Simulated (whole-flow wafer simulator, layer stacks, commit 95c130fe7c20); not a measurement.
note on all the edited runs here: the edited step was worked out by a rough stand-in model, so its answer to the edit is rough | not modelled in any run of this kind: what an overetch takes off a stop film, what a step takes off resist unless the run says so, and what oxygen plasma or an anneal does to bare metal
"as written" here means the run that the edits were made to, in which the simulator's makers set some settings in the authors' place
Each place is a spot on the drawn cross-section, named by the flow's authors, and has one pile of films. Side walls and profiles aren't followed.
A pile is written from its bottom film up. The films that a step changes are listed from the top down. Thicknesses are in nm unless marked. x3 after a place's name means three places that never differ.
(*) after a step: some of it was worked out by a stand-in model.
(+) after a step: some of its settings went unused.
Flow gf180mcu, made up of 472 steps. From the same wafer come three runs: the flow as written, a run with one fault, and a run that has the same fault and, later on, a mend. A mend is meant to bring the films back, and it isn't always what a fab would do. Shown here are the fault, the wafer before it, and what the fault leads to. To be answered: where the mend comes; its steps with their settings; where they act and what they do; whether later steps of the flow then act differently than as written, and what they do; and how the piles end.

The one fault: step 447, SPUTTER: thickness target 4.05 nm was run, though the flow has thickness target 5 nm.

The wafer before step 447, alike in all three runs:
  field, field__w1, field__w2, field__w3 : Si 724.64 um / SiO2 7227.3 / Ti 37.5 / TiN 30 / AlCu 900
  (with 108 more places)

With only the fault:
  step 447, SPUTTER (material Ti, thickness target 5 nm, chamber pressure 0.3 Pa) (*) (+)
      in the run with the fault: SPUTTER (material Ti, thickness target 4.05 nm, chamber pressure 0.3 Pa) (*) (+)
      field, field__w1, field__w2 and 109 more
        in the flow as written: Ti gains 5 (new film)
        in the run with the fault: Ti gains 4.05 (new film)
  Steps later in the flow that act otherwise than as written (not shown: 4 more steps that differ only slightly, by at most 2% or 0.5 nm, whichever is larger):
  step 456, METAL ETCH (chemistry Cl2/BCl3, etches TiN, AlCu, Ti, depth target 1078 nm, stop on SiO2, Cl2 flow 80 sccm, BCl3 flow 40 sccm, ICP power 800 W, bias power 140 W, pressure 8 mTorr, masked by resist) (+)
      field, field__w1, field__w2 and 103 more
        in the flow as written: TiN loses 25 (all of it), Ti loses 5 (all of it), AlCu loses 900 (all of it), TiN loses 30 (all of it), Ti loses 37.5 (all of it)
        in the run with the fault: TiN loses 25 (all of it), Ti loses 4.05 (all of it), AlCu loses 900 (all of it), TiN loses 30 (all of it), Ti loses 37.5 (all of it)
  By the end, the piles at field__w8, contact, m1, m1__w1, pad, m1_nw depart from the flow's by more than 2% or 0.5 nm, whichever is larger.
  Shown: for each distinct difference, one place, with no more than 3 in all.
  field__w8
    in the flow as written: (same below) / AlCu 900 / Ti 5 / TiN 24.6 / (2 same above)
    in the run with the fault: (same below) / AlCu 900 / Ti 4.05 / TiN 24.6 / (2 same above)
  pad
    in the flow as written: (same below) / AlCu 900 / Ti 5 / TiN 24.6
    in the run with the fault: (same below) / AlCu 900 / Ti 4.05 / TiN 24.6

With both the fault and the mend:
  The mend follows step 447.
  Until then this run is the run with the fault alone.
  step 447a, SPUTTER (material Ti, thickness target 0.95 nm, chamber pressure 0.3 Pa) (*) (+) (the flow's step 447 again, with other settings)
      field, field__w1, field__w2 and 109 more
        Ti gains 0.95
  None of the later steps of the flow acts differently than as written at any place that is followed.
  By the end, the piles equal the flow's at every place that both follow.
